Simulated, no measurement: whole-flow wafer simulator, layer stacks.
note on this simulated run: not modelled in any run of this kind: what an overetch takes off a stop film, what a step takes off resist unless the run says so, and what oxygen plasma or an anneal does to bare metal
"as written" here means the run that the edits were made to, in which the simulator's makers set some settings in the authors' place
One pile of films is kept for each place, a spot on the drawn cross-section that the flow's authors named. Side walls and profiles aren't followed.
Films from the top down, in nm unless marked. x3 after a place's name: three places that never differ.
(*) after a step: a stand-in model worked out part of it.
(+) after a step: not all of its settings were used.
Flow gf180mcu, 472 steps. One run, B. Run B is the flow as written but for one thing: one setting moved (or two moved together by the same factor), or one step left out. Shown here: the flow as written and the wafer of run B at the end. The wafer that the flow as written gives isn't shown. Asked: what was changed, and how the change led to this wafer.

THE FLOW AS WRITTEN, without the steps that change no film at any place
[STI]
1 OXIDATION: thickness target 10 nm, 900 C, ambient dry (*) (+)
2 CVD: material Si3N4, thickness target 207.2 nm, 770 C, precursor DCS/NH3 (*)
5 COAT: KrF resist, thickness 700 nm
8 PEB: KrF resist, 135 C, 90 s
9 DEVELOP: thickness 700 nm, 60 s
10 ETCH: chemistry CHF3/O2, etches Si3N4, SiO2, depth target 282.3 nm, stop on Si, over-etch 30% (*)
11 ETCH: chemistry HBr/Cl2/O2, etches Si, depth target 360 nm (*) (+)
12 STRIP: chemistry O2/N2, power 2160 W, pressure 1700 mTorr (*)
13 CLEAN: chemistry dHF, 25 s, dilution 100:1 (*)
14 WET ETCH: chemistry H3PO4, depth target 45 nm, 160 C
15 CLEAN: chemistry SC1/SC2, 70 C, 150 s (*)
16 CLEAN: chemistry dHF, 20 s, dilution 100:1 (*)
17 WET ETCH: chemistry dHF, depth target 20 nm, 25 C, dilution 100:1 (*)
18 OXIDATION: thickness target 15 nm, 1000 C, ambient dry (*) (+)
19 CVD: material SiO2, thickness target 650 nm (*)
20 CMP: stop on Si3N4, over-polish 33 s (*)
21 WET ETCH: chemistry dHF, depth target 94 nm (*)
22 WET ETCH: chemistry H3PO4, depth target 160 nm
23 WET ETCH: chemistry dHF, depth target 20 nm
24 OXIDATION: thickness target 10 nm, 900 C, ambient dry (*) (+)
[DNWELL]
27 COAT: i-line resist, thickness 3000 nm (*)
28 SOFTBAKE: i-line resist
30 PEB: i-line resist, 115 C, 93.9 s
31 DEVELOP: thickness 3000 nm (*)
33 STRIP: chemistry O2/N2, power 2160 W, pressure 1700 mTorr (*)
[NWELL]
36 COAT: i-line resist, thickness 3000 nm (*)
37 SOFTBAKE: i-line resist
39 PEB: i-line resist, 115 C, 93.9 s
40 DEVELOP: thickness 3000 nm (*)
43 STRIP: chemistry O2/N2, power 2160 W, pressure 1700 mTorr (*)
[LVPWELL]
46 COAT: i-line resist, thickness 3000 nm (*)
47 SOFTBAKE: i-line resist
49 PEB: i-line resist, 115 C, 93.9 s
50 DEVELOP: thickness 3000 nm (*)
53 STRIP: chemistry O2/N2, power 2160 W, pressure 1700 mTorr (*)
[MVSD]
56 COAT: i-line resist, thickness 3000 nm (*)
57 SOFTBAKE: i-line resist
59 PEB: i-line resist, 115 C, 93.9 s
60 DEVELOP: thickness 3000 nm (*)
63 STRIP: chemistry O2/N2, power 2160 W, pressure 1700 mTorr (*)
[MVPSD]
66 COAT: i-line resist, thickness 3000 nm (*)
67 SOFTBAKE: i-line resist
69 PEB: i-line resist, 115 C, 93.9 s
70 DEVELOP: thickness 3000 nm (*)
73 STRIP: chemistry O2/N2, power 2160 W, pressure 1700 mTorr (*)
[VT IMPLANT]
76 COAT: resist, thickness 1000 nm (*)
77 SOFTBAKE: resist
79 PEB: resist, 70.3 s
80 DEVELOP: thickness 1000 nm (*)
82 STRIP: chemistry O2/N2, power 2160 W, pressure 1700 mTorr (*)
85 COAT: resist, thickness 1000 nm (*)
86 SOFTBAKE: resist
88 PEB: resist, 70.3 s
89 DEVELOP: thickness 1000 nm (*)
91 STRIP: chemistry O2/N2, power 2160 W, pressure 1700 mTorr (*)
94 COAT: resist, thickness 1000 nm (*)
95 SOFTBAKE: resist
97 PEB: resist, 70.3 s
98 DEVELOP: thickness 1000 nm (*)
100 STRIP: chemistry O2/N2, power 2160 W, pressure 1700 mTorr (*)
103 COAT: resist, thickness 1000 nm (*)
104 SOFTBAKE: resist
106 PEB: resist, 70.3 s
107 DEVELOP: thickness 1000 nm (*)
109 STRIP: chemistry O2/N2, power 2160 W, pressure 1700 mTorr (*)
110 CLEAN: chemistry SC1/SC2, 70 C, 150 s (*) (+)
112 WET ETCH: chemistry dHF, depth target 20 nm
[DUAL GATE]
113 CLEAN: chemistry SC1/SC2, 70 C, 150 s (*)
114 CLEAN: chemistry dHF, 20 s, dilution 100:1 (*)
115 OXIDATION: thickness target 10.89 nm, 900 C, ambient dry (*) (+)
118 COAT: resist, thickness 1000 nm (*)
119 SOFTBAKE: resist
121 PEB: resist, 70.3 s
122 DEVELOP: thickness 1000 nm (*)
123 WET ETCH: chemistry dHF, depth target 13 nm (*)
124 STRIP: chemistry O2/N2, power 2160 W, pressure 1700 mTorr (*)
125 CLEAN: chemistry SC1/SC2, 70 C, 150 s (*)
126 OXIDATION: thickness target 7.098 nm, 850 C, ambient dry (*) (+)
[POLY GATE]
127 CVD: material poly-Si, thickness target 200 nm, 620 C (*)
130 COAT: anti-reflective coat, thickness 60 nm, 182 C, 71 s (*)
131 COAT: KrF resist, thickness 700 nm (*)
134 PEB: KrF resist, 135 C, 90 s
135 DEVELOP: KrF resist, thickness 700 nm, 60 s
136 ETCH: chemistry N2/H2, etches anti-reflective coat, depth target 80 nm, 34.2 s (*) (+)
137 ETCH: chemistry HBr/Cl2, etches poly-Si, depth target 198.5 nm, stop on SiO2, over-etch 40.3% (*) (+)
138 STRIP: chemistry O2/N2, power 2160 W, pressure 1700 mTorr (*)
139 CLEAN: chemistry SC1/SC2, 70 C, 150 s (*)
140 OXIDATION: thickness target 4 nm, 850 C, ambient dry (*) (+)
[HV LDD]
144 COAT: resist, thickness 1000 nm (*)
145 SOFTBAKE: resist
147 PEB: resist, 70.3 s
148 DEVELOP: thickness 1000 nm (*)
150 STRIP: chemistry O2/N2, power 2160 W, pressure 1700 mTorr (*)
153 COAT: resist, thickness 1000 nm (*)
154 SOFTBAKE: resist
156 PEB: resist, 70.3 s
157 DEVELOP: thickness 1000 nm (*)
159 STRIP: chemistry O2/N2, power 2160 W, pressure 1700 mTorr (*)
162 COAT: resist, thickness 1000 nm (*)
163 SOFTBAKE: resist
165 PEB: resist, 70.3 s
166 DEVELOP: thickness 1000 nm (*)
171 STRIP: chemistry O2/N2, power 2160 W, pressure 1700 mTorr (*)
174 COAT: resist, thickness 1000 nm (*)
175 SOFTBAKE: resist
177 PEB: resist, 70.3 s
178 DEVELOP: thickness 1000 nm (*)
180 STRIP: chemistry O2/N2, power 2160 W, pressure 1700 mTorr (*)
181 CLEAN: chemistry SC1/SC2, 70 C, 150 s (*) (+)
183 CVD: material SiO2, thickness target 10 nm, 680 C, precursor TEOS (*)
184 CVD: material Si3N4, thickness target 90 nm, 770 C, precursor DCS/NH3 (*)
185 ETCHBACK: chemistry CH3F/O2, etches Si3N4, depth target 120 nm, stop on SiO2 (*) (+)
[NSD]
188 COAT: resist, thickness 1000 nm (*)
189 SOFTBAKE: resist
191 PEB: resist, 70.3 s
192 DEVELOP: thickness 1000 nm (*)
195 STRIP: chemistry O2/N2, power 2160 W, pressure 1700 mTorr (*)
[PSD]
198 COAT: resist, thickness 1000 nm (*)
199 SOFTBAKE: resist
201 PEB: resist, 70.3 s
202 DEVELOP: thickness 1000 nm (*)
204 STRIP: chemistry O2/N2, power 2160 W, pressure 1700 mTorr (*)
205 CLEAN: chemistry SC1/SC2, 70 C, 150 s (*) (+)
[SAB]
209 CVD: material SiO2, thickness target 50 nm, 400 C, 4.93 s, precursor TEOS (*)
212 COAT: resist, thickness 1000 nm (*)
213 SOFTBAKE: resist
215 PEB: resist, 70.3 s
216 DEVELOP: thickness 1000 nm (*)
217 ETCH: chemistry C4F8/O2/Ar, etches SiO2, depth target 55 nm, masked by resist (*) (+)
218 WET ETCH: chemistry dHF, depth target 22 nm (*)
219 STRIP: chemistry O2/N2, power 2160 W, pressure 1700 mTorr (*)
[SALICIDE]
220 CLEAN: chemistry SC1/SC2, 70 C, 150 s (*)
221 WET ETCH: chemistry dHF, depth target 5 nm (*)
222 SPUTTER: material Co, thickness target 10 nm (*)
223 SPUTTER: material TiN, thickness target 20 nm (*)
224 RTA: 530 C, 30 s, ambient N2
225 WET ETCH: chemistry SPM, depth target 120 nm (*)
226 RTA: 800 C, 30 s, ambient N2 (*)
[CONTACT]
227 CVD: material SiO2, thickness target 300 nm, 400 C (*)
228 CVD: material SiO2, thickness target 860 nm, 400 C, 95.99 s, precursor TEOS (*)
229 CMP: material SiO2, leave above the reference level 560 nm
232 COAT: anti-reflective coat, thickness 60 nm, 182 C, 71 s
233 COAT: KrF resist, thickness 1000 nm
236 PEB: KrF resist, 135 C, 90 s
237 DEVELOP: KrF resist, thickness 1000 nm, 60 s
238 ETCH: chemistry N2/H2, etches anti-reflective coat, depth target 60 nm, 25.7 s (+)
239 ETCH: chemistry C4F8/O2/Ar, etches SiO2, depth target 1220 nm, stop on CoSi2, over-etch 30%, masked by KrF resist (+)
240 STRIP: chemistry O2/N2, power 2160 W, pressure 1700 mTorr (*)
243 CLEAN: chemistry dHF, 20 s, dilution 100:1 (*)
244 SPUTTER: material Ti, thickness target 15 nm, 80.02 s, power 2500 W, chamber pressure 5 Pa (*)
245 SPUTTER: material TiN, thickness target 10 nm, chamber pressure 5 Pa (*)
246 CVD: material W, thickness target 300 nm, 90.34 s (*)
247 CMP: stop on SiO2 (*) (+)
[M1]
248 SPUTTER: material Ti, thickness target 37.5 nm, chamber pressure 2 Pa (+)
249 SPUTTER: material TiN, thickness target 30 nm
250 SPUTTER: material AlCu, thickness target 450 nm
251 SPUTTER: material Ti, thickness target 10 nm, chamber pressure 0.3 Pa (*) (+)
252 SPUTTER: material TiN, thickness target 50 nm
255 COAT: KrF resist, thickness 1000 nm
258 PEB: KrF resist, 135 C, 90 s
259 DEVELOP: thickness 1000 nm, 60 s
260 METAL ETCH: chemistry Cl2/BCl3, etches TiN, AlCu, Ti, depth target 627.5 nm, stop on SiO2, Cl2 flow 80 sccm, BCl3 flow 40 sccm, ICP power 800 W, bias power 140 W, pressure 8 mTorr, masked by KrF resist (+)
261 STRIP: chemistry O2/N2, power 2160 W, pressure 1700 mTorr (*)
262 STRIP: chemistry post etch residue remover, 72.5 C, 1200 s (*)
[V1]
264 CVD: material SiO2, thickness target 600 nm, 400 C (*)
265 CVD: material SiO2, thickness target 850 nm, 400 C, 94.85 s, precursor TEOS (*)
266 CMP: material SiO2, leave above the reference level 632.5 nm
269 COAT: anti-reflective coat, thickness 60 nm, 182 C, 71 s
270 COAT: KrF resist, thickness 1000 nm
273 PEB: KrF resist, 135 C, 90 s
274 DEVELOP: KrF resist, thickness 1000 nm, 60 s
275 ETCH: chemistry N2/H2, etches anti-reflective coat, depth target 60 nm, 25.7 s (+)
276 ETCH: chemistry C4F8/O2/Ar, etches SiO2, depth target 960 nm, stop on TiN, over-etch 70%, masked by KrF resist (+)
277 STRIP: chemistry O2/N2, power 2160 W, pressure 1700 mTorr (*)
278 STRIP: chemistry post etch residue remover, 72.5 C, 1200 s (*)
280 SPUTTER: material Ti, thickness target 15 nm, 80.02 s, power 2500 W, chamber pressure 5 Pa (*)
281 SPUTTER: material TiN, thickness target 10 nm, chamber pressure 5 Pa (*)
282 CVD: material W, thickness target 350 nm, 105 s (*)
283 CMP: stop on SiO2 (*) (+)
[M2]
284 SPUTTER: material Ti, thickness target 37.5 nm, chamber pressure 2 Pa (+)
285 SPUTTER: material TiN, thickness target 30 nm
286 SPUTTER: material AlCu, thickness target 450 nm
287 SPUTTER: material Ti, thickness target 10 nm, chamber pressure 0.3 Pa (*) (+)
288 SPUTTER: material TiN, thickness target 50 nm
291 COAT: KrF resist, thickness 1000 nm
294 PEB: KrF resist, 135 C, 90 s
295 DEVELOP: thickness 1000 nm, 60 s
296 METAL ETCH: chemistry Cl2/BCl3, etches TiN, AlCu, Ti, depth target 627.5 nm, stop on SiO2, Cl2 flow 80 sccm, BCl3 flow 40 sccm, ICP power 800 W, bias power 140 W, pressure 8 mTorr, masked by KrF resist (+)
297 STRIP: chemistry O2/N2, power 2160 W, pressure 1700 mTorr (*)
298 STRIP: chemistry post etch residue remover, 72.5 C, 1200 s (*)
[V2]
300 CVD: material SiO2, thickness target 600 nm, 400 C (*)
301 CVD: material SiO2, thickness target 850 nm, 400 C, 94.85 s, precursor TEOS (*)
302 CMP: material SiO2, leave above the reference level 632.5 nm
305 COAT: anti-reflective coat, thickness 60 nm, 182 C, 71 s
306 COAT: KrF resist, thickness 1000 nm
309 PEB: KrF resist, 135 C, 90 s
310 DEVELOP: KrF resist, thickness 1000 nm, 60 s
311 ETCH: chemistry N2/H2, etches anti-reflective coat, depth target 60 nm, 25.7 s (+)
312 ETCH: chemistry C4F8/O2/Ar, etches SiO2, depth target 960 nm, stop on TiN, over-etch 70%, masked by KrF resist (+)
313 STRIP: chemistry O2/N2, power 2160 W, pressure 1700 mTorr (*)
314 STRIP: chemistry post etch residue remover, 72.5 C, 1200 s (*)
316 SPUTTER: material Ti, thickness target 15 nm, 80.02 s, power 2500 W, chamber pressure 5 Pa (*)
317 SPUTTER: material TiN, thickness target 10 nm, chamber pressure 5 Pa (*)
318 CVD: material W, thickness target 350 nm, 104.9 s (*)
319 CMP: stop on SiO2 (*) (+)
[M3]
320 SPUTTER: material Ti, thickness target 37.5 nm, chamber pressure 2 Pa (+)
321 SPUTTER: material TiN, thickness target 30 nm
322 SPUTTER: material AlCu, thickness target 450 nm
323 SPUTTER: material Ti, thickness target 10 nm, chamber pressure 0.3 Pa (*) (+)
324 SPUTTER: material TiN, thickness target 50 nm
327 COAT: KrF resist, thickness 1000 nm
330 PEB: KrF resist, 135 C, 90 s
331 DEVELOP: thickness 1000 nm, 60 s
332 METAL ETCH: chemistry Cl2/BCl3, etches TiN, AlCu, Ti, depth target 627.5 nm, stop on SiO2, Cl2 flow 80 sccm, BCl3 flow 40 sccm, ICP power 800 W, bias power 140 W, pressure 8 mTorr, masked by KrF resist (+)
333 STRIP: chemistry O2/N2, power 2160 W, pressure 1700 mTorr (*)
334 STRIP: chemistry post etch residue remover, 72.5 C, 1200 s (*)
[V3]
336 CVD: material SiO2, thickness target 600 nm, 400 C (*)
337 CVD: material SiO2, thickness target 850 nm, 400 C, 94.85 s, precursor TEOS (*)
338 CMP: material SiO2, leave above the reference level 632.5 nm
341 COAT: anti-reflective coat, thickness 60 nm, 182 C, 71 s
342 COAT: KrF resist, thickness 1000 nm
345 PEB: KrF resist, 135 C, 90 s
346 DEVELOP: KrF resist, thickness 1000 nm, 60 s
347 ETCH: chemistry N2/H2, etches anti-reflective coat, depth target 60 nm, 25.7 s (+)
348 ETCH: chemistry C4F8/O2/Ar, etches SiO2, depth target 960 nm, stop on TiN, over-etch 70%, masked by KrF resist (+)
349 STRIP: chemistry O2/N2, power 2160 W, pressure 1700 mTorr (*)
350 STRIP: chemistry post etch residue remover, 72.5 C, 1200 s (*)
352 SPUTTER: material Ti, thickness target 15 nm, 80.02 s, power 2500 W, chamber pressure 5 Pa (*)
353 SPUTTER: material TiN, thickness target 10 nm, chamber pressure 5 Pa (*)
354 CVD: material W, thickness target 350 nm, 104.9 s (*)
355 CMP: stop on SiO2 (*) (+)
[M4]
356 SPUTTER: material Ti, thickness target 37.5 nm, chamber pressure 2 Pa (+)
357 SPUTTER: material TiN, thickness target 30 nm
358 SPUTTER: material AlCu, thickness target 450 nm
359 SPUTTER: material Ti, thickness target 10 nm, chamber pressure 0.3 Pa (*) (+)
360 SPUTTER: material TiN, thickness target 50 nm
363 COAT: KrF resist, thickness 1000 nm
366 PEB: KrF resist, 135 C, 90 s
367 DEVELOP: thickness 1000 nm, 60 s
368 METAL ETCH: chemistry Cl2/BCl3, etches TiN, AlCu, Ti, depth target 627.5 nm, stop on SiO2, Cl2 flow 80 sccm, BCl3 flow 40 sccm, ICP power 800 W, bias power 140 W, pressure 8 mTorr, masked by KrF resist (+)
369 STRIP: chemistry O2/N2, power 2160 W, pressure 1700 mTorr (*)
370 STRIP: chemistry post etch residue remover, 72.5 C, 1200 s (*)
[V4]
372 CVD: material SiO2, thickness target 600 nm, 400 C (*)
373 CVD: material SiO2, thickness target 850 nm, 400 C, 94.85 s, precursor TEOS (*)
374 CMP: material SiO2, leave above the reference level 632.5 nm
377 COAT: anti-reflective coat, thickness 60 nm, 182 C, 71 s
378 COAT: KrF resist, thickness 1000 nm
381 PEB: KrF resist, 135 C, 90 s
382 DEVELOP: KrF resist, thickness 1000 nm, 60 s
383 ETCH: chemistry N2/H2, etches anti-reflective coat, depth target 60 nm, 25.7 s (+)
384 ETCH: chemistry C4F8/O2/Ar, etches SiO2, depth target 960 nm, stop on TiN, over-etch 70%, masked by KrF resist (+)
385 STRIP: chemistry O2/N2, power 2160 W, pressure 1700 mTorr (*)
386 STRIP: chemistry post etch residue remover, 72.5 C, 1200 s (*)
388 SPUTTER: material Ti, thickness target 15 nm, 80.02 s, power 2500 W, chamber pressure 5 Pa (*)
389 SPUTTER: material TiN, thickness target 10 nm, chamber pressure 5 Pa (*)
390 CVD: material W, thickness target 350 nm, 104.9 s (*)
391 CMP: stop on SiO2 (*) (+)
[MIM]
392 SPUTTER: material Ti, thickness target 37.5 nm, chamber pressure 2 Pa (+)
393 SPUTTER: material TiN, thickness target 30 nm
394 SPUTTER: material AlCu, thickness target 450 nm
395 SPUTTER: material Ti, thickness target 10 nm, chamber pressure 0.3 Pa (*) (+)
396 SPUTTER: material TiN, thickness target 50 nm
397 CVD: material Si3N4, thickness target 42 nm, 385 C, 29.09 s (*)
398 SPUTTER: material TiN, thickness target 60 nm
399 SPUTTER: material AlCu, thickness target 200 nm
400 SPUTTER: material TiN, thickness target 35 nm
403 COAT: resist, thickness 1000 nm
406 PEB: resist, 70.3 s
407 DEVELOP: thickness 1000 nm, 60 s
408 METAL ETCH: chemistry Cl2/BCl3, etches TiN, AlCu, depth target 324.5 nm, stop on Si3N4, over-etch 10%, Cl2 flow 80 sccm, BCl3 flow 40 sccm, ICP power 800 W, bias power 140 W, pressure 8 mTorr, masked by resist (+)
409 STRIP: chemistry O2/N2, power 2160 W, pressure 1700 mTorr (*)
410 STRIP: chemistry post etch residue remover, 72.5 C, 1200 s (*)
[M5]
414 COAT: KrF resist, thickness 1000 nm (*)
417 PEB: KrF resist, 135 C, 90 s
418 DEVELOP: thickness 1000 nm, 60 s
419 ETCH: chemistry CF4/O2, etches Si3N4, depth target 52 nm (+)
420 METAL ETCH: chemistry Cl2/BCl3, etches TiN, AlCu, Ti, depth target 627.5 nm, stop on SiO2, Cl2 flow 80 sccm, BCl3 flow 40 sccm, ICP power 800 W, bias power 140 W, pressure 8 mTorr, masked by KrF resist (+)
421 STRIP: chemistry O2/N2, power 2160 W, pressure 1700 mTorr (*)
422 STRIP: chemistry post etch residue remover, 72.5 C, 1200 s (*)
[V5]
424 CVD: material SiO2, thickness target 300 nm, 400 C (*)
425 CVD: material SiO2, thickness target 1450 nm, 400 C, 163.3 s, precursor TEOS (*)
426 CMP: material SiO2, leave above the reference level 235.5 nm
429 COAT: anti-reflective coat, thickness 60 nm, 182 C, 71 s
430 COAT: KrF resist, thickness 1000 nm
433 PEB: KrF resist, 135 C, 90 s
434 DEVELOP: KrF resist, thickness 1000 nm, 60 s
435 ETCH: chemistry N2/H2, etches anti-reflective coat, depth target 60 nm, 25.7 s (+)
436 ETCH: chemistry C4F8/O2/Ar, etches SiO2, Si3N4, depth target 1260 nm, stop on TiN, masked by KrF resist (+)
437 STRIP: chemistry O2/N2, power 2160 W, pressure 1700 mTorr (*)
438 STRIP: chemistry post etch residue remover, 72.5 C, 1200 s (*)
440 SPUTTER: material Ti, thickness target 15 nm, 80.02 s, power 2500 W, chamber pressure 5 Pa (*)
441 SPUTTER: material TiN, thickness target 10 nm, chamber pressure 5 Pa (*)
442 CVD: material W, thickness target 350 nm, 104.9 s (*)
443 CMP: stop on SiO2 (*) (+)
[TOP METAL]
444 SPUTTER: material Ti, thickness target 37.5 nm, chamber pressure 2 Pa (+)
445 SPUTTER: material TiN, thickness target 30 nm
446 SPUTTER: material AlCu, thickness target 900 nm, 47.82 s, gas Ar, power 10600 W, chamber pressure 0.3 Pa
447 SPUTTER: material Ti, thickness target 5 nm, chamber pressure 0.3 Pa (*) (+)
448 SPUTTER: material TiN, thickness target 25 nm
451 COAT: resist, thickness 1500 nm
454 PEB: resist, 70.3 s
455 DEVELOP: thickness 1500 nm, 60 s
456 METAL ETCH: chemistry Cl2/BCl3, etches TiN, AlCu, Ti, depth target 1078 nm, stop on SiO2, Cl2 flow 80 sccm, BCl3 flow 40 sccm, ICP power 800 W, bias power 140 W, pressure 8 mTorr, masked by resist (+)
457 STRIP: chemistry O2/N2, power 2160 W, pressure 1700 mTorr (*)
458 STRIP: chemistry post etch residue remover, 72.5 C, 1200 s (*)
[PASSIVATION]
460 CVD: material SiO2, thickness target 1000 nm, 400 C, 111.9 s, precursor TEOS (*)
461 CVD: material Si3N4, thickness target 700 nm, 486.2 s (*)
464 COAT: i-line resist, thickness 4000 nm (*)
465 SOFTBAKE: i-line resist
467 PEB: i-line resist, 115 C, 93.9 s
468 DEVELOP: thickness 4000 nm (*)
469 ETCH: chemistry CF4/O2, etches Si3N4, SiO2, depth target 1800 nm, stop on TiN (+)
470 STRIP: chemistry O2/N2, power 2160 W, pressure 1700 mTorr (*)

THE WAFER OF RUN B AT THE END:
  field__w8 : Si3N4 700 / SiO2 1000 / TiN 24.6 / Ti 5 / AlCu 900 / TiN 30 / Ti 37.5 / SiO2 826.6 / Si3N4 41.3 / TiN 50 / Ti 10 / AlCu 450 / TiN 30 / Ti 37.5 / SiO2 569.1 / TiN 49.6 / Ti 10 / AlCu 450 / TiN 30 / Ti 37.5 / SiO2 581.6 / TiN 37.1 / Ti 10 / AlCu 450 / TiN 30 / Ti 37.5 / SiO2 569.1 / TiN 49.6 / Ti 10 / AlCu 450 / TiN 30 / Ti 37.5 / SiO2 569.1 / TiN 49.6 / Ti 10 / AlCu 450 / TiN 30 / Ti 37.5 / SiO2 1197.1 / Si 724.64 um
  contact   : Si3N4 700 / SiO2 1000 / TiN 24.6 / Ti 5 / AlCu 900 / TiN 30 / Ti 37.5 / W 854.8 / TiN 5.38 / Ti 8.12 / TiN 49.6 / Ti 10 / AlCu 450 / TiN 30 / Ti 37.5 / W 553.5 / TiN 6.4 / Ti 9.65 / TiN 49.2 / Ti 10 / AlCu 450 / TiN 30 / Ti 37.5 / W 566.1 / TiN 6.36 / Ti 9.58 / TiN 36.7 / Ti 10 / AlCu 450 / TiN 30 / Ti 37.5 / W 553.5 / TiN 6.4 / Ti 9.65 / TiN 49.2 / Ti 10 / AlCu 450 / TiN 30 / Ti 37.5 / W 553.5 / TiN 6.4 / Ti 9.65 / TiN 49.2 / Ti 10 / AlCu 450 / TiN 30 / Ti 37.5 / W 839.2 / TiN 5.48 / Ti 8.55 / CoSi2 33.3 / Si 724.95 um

The cause: step 324, SPUTTER: thickness target 37.5 nm was run, where the flow has thickness target 50 nm.

How the change led to this, step by step:
  324 SPUTTER: material TiN, thickness target 50 nm
      field, field__w1, field__w2 and 108 more: TiN +37.5 (new film) (as written it would be: TiN +50 (new film))
  332 METAL ETCH: chemistry Cl2/BCl3, etches TiN, AlCu, Ti, depth target 627.5 nm, stop on SiO2, Cl2 flow 80 sccm, BCl3 flow 40 sccm, ICP power 800 W, bias power 140 W, pressure 8 mTorr, masked by KrF resist (+)
      field, field__w1, field__w2 and 103 more: TiN -37.5 (all of it), Ti -10 (all of it), AlCu -450 (all of it), TiN -30 (all of it), Ti -37.5 (all of it) (as written it would be: TiN -50 (all of it), Ti -10 (all of it), AlCu -450 (all of it), TiN -30 (all of it), Ti -37.5 (all of it))
  348 ETCH: chemistry C4F8/O2/Ar, etches SiO2, depth target 960 nm, stop on TiN, over-etch 70%, masked by KrF resist (+)
      contact: SiO2 -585 (all of it) (as written it would be: SiO2 -572.5 (all of it))
